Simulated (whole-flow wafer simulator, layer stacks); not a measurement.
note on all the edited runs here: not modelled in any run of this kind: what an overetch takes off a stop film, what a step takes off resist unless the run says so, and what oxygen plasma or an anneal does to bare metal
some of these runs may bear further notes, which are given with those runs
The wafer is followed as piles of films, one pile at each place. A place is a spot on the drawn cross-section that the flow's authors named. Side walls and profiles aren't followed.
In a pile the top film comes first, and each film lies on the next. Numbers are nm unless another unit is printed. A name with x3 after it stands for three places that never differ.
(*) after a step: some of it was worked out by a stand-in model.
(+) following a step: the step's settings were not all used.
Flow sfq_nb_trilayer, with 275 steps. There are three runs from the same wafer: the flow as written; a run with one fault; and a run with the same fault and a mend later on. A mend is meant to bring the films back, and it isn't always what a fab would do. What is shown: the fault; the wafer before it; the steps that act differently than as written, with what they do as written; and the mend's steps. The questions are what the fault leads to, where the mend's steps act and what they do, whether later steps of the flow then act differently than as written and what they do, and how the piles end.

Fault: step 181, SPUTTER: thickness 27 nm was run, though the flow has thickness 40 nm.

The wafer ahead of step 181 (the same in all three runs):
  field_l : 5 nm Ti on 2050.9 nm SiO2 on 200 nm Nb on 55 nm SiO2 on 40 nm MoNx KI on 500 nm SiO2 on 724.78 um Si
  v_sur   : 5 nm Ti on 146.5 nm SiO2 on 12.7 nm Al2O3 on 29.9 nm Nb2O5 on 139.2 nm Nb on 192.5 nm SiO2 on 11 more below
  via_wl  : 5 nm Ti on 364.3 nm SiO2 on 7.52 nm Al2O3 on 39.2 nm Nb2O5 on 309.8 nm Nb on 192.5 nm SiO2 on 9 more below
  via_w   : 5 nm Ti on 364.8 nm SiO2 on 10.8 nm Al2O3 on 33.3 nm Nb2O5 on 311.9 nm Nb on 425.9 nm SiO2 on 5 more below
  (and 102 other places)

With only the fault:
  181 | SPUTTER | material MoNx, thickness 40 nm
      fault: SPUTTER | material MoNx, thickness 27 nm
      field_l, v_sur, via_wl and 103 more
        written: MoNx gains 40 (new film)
        fault: MoNx gains 27 (new film)
  Steps further on in the flow that do not act as written (11 more steps, not shown, differ only slightly: by at most 2% or 0.5 nm, whichever is larger):
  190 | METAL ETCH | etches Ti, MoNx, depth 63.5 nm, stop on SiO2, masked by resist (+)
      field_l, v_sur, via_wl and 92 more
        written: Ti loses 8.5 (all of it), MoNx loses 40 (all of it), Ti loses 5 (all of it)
        fault: Ti loses 8.5 (all of it), MoNx loses 27 (all of it), Ti loses 5 (all of it)
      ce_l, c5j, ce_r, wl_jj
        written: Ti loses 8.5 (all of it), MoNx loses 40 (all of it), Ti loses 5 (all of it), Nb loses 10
        fault: Ti loses 8.5 (all of it), MoNx loses 27 (all of it), Ti loses 5 (all of it), Nb loses 23
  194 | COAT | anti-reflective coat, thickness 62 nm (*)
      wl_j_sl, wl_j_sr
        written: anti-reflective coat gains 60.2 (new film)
        fault: anti-reflective coat gains 58 (new film)
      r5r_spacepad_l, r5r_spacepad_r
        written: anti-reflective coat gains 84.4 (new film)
        fault: anti-reflective coat gains 78.8 (new film)
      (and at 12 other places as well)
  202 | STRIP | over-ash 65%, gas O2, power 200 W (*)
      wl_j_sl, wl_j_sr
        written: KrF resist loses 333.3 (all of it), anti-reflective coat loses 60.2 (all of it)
        fault: KrF resist loses 333.4 (all of it), anti-reflective coat loses 58 (all of it)
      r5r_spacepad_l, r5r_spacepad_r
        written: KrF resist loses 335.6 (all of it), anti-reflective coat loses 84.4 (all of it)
        fault: KrF resist loses 335.1 (all of it), anti-reflective coat loses 78.8 (all of it)
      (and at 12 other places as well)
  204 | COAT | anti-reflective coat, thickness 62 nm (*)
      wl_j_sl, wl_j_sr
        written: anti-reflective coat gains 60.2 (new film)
        fault: anti-reflective coat gains 58 (new film)
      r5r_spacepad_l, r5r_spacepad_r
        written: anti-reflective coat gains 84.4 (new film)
        fault: anti-reflective coat gains 78.8 (new film)
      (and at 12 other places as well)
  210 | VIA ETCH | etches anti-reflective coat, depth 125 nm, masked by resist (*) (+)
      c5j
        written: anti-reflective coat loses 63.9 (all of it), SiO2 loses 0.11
        fault: anti-reflective coat loses 67.5 (all of it), SiO2 loses 0.1
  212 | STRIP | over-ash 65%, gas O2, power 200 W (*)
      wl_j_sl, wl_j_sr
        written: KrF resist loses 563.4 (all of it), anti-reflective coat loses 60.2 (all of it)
        fault: KrF resist loses 562.6 (all of it), anti-reflective coat loses 58 (all of it)
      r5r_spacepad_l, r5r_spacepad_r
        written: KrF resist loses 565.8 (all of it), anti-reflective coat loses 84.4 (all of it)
        fault: KrF resist loses 564.3 (all of it), anti-reflective coat loses 78.8 (all of it)
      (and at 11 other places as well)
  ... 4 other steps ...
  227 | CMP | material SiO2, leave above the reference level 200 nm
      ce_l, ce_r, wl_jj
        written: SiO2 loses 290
        fault: SiO2 loses 277
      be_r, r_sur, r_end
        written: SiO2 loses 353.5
        fault: SiO2 loses 340.5
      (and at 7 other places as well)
  By the end, the piles at ce_l, c5j, ce_r and 8 more depart from the flow's by more than 2% or 0.5 nm, whichever is larger.
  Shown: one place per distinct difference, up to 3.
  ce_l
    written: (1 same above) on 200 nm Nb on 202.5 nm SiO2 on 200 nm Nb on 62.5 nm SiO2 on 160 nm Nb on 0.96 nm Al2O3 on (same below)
    fault: (1 same above) on 200 nm Nb on 215.5 nm SiO2 on 200 nm Nb on 62.5 nm SiO2 on 147 nm Nb on 0.96 nm Al2O3 on (same below)
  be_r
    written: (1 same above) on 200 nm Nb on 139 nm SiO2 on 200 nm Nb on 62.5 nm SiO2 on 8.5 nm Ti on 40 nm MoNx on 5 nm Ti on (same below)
    fault: (1 same above) on 200 nm Nb on 152 nm SiO2 on 200 nm Nb on 62.5 nm SiO2 on 8.5 nm Ti on 27 nm MoNx on 5 nm Ti on (same below)
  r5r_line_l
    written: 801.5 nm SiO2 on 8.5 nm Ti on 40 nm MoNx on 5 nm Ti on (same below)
    fault: 814.5 nm SiO2 on 8.5 nm Ti on 27 nm MoNx on 5 nm Ti on (same below)

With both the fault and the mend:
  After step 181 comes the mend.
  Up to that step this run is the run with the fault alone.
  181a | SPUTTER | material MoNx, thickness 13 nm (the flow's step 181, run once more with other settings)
      field_l, v_sur, via_wl and 103 more
        MoNx gains 13
  None of the later steps of the flow acts differently than as written at any place that is followed.
  By the end, the piles equal the flow's at every place that both follow.
